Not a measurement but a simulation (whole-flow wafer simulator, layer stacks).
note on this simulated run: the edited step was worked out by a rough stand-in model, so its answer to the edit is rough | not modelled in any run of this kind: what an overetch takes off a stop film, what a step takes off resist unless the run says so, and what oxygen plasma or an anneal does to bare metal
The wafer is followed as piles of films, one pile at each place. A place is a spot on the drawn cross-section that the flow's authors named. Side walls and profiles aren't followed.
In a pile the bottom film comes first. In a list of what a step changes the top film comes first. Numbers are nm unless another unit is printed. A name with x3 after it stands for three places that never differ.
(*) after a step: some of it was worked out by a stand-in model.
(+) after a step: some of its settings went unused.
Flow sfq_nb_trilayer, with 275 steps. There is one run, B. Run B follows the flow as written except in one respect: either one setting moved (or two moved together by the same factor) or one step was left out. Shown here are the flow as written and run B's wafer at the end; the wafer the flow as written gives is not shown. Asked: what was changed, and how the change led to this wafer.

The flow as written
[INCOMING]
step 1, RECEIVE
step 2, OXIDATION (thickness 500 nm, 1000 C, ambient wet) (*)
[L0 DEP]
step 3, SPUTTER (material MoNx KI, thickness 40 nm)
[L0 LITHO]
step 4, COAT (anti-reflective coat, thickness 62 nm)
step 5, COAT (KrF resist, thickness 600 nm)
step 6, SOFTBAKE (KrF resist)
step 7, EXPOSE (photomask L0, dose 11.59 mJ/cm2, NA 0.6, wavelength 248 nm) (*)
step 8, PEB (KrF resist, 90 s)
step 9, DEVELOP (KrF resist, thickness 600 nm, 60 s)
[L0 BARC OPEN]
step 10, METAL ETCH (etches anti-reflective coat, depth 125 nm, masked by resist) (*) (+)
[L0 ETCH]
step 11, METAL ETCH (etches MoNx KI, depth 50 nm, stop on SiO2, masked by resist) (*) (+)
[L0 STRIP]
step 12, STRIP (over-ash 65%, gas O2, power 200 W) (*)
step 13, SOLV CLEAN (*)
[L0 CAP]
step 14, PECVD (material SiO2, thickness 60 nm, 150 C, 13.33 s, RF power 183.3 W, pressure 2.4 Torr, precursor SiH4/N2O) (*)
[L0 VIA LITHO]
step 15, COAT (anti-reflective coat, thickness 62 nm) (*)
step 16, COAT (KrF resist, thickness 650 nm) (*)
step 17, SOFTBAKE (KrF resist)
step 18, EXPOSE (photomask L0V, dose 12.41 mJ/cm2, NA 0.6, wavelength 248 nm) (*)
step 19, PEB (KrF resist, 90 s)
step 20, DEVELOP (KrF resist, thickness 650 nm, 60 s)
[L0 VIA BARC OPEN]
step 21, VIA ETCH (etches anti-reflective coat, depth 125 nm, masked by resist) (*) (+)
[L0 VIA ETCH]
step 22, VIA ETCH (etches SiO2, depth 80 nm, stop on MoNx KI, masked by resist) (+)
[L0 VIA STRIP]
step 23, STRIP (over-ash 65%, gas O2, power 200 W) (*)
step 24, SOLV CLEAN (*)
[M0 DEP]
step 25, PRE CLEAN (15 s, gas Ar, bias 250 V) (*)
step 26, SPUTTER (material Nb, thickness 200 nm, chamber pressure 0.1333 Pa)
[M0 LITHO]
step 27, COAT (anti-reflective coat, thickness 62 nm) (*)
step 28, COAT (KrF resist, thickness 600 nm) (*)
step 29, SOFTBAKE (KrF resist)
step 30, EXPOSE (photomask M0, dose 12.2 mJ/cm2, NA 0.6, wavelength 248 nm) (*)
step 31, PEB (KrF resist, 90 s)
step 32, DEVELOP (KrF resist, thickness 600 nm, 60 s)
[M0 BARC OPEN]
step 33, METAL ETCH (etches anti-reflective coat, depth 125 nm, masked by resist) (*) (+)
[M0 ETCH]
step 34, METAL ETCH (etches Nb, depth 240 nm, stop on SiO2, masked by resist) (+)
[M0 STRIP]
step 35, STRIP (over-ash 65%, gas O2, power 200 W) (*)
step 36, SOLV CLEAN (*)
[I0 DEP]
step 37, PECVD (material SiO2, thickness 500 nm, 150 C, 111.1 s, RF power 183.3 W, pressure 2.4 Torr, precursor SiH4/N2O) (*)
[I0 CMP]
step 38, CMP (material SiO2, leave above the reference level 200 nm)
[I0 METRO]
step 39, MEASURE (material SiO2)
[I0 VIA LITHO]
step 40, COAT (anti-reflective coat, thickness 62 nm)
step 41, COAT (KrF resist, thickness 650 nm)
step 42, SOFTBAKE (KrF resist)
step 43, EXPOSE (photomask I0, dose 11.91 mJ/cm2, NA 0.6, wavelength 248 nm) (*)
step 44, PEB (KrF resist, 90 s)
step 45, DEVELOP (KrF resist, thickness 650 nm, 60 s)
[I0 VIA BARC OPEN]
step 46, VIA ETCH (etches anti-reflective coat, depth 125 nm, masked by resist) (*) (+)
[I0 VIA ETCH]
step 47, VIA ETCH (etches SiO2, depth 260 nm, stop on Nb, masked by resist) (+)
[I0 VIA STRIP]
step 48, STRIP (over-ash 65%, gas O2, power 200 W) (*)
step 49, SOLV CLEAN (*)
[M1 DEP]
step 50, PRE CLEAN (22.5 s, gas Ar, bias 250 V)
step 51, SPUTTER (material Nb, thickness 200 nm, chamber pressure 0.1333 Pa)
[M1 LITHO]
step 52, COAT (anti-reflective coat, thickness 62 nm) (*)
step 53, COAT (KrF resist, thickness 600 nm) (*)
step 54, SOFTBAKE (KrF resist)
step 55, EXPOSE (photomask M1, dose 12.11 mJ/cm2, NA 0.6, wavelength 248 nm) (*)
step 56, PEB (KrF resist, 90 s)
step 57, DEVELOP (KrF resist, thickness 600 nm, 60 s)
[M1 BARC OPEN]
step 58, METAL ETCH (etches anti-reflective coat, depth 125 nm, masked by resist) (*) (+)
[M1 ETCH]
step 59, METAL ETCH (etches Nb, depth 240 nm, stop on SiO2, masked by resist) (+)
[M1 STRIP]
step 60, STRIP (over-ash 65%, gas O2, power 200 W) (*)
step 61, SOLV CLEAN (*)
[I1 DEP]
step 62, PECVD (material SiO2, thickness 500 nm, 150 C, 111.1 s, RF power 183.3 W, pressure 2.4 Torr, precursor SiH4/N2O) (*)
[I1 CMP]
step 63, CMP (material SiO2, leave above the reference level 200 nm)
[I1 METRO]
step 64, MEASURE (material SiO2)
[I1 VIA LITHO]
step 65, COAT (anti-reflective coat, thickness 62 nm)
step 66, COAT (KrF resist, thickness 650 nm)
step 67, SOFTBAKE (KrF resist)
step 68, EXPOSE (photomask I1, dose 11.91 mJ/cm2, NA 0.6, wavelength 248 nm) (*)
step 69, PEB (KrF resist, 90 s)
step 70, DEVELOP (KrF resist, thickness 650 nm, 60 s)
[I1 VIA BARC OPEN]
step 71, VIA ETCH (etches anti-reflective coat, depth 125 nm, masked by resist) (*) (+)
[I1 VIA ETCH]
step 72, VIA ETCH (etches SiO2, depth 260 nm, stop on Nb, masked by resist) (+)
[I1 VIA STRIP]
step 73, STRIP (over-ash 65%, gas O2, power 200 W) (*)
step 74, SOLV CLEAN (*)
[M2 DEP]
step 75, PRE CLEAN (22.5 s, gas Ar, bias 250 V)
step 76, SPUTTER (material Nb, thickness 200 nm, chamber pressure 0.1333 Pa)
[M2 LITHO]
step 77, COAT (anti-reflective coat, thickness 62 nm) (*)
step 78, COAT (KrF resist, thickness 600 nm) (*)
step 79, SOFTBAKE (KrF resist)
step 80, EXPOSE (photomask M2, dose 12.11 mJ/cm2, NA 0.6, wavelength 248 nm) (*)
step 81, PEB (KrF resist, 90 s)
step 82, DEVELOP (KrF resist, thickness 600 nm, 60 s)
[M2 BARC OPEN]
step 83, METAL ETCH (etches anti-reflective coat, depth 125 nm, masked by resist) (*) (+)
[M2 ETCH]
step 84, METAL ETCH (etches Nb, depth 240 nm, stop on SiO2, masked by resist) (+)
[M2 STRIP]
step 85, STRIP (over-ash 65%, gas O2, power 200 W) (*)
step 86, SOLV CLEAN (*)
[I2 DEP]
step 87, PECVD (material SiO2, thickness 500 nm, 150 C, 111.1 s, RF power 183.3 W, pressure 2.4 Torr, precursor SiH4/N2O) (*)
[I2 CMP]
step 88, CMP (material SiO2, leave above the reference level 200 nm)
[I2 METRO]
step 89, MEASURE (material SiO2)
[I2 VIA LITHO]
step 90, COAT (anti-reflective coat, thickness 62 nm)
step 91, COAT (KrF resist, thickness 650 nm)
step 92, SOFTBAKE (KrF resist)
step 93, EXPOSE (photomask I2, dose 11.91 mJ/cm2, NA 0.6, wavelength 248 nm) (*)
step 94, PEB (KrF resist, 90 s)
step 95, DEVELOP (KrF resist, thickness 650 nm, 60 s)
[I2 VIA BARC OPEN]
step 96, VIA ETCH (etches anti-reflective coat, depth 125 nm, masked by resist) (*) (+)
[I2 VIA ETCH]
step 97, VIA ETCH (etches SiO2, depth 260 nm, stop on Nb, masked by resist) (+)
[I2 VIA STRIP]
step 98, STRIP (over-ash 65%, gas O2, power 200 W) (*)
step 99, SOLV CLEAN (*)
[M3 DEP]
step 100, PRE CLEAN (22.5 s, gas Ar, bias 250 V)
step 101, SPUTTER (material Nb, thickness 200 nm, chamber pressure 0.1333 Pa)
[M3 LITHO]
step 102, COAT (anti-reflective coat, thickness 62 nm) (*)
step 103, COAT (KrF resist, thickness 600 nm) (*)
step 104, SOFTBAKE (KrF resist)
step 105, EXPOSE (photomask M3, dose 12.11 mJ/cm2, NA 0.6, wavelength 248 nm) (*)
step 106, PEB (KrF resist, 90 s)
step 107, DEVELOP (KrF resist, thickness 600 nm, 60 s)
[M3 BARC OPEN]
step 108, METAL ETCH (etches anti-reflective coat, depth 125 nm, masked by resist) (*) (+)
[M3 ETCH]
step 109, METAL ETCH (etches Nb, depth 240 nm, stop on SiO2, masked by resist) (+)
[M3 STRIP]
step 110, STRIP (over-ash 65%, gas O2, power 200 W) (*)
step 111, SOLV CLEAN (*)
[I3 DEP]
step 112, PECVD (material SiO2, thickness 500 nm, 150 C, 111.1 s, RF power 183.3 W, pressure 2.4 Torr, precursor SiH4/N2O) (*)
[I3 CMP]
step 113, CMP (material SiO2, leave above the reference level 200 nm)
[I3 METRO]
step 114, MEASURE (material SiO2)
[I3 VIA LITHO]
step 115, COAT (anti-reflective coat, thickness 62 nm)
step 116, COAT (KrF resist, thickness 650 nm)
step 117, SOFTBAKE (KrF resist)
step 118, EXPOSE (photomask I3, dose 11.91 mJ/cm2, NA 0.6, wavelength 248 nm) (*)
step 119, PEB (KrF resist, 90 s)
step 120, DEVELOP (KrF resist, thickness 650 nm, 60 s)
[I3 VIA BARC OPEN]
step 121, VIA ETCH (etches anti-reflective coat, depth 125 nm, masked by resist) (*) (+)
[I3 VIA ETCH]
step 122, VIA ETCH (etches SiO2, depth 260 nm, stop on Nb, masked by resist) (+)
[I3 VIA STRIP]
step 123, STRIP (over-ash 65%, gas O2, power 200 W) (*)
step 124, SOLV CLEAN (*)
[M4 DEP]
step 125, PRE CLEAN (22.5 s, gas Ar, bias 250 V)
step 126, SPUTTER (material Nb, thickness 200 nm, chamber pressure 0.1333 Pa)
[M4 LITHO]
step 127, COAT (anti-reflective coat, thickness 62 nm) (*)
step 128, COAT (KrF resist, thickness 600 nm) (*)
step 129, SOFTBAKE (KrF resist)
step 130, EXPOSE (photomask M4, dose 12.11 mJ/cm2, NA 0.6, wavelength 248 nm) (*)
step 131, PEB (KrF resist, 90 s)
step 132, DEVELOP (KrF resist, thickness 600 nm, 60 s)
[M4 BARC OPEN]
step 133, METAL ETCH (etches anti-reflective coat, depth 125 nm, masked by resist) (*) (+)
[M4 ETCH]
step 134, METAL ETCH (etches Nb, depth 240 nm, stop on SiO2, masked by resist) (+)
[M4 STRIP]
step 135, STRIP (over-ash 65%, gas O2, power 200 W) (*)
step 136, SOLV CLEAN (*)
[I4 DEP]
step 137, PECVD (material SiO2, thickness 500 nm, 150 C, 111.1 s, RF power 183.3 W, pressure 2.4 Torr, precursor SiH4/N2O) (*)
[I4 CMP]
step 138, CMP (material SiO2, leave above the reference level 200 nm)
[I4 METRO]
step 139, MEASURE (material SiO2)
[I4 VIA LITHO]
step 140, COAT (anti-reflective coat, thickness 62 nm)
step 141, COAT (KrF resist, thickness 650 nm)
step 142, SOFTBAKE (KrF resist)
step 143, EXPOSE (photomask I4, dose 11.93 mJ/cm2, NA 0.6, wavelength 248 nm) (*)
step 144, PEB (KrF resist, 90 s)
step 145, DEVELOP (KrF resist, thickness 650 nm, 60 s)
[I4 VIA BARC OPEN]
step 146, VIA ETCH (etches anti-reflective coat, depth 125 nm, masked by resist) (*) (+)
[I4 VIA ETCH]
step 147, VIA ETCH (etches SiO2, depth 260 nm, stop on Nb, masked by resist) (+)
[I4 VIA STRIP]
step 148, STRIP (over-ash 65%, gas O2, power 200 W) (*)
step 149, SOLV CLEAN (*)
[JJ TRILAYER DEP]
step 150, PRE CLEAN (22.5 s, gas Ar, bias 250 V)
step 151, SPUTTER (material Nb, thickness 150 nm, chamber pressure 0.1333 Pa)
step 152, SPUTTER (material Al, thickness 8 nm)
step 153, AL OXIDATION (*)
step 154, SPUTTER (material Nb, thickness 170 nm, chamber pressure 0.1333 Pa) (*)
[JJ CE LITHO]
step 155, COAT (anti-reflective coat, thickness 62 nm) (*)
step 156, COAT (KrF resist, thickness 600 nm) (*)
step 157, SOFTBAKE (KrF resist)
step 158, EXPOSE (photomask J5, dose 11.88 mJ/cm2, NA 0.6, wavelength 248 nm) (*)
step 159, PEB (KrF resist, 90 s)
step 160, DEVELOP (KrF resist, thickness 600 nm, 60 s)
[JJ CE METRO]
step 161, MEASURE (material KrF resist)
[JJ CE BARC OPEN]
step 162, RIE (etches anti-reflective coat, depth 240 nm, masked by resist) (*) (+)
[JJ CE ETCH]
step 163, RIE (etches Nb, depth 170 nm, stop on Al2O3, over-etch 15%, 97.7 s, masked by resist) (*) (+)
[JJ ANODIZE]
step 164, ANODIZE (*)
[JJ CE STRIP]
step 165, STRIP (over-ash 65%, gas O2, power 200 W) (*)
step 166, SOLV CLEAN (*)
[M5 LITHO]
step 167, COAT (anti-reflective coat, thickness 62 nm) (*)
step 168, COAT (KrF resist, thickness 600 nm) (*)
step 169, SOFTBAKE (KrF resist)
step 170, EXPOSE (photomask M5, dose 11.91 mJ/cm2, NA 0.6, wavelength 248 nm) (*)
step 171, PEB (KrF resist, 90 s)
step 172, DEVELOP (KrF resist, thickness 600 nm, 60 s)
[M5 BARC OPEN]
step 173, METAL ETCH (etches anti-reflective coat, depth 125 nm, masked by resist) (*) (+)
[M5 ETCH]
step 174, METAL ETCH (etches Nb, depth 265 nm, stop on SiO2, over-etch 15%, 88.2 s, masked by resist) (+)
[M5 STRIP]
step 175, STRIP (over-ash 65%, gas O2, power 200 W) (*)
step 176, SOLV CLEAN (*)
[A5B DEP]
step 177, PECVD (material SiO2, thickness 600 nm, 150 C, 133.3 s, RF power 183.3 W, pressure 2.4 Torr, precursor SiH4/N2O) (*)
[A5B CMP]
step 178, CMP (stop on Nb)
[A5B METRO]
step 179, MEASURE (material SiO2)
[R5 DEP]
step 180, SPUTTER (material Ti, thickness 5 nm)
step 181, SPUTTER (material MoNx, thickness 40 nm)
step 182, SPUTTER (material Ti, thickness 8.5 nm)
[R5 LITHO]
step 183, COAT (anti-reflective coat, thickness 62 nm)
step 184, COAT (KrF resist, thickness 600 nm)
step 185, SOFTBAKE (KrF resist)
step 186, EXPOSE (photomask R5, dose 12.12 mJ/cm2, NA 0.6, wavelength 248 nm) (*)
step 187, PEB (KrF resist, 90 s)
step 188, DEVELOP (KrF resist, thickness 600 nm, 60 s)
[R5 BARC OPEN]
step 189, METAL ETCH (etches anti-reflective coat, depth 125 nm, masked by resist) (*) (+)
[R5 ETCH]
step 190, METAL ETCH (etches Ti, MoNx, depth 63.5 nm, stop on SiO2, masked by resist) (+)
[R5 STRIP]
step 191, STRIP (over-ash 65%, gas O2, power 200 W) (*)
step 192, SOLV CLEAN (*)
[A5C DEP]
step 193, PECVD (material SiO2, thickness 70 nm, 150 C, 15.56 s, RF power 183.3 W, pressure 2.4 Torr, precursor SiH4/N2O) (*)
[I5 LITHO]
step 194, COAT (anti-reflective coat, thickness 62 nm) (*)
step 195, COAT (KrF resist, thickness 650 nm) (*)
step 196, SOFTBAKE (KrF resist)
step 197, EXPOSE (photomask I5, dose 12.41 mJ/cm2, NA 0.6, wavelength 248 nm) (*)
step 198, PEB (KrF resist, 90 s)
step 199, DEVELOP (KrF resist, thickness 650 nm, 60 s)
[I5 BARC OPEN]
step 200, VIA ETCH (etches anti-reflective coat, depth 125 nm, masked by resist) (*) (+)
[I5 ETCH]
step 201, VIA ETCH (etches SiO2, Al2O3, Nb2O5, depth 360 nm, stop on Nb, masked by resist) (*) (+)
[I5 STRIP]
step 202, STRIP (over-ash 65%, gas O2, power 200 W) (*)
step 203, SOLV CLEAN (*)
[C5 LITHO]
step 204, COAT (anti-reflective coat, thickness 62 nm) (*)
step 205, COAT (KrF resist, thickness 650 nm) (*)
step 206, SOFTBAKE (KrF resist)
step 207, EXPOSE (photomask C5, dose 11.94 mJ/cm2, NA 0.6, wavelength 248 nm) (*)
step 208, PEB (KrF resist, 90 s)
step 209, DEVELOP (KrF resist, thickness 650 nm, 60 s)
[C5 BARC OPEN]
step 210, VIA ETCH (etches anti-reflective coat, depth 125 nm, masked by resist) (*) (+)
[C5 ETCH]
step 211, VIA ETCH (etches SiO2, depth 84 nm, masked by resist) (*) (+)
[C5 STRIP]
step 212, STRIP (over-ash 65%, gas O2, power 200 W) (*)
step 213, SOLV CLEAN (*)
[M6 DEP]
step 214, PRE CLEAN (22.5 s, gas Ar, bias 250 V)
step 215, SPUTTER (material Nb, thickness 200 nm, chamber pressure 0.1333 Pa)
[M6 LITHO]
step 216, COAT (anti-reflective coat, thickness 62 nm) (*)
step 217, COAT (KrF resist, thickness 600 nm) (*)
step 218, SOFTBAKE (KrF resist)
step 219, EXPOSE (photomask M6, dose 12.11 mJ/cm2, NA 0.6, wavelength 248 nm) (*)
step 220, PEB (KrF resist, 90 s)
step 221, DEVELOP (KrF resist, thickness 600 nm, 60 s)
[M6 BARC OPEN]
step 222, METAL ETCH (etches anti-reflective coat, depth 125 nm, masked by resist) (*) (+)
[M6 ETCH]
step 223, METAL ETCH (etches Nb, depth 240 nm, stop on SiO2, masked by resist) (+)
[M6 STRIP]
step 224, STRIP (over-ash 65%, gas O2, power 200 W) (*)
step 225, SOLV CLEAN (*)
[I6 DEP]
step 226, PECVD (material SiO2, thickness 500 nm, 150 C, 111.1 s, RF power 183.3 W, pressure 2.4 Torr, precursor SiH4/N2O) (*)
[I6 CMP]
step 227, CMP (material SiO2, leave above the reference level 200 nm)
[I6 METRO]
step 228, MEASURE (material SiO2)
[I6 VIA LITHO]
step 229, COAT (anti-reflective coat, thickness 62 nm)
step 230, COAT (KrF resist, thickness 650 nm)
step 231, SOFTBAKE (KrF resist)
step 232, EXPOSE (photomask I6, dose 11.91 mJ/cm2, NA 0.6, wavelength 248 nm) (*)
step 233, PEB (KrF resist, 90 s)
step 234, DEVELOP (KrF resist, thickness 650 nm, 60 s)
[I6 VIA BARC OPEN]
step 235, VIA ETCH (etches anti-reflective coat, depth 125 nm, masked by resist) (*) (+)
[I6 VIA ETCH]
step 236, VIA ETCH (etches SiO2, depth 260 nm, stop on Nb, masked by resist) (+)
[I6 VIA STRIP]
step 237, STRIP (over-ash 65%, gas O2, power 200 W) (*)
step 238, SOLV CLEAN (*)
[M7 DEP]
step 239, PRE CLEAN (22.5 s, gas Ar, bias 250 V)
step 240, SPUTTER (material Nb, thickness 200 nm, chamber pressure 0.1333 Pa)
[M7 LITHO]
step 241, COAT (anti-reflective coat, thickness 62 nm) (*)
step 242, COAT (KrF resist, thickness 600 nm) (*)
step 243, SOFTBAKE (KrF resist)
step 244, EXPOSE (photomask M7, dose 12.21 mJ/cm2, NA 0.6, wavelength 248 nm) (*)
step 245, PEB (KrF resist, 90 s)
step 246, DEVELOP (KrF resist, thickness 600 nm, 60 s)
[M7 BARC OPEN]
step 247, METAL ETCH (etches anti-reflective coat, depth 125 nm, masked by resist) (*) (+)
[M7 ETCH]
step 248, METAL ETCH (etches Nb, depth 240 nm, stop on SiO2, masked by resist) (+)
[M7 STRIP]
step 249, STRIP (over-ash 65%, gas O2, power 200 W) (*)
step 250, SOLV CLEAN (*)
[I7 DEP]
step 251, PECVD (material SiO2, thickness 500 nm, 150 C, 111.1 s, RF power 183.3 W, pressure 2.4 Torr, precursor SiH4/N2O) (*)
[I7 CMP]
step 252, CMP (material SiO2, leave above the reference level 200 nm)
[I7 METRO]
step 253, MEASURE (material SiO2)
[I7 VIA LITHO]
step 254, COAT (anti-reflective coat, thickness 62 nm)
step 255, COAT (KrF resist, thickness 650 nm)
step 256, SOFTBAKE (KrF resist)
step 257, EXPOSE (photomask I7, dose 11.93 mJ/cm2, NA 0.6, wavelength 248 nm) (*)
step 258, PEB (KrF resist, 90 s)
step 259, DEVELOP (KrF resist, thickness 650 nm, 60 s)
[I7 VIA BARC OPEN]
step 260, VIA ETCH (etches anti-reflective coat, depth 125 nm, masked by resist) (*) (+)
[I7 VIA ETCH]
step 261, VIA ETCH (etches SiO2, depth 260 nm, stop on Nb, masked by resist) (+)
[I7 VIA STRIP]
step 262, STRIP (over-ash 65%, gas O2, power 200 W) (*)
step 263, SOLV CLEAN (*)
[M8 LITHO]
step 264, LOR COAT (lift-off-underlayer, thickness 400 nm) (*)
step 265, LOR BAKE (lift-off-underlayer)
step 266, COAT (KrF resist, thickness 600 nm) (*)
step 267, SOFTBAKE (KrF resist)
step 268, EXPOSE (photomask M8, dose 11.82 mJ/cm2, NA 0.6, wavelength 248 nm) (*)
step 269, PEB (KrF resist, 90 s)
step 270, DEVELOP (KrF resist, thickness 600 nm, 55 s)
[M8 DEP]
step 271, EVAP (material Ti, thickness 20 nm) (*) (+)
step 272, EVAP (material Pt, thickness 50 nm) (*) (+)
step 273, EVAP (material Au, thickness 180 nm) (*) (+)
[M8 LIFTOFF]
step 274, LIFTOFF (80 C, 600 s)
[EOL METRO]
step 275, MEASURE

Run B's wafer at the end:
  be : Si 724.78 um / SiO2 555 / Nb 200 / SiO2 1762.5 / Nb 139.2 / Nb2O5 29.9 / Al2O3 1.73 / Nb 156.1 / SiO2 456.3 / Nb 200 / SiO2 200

What caused this: step 201, VIA ETCH: depth 225 nm was run, whereas the flow has depth 360 nm.

How this came from the change, step by step:
  step 201, VIA ETCH (etches SiO2, Al2O3, Nb2O5, depth 360 nm, stop on Nb, masked by resist) (*) (+)
      be: -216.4 SiO2 (all of it), -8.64 Al2O3 (as written it would have been: -216.4 SiO2 (all of it), -12.7 Al2O3 (all of it), -29.9 Nb2O5 (all of it))
      field_l, v_sur, via_wl and 102 more: -150 KrF resist (as written it would have been: -240 KrF resist)
  step 202, STRIP (over-ash 65%, gas O2, power 200 W) (*)
      p4_fl, p4_fm, p4_w1 and 44 more: -423.1 KrF resist (all of it), -62 anti-reflective coat (all of it) (as written it would have been: -333.1 KrF resist (all of it), -62 anti-reflective coat (all of it))
      wl_b_sl, wl_b_m5, wl_b_sr and 13 more: -423 KrF resist (all of it), -62 anti-reflective coat (all of it) (as written it would have been: -333 KrF resist (all of it), -62 anti-reflective coat (all of it))
      (also at 42 further places)
  step 204, COAT (anti-reflective coat, thickness 62 nm) (*)
      wire: +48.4 anti-reflective coat (new film) (as written it would have been: +47.4 anti-reflective coat (new film))
      be: +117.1 anti-reflective coat (new film) (as written it would have been: +122.2 anti-reflective coat (new film))
      (also at 1 further place)
  step 205, COAT (KrF resist, thickness 650 nm) (*)
      be: +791 KrF resist (new film) (as written it would have been: +815.3 KrF resist (new film))
  step 212, STRIP (over-ash 65%, gas O2, power 200 W) (*)
      wire: -557.7 KrF resist (all of it), -48.4 anti-reflective coat (all of it) (as written it would have been: -555.8 KrF resist (all of it), -47.4 anti-reflective coat (all of it))
      be: -703.9 KrF resist (all of it), -117.1 anti-reflective coat (all of it) (as written it would have been: -728.2 KrF resist (all of it), -122.2 anti-reflective coat (all of it))
      (also at 1 further place)
  step 214, PRE CLEAN (22.5 s, gas Ar, bias 250 V)
      be: -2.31 Al2O3 (as written it would have been: -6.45 Nb)
  step 215, SPUTTER (material Nb, thickness 200 nm, chamber pressure 0.1333 Pa)
      be: +156.1 Nb (new film) (as written it would have been: +147.3 Nb)
  step 216, COAT (anti-reflective coat, thickness 62 nm) (*)
      wire: +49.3 anti-reflective coat (new film) (as written it would have been: +48.3 anti-reflective coat (new film))
      be: +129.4 anti-reflective coat (new film) (as written it would have been: +136.7 anti-reflective coat (new film))
      (also at 1 further place)
  step 217, COAT (KrF resist, thickness 600 nm) (*)
      be: +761 KrF resist (new film) (as written it would have been: +793.9 KrF resist (new film))
  step 224, STRIP (over-ash 65%, gas O2, power 200 W) (*)
      wire: -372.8 KrF resist (all of it), -49.3 anti-reflective coat (all of it) (as written it would have been: -369.8 KrF resist (all of it), -48.3 anti-reflective coat (all of it))
      be: -542.9 KrF resist (all of it), -129.4 anti-reflective coat (all of it) (as written it would have been: -575.8 KrF resist (all of it), -136.7 anti-reflective coat (all of it))
      (also at 1 further place)
  step 226, PECVD (material SiO2, thickness 500 nm, 150 C, 111.1 s, RF power 183.3 W, pressure 2.4 Torr, precursor SiH4/N2O) (*)
      be: +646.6 SiO2 (new film) (as written it would have been: +693.5 SiO2 (new film))
With metal films that touch counted as one body, be has 4 bodies (between them, from the top down: SiO2 456.3; Al2O3 1.73 / Nb2O5 29.9; SiO2 1762.5); the flow as written gives 3 bodies (between them, from the top down: SiO2 503.2; SiO2 1762.5).
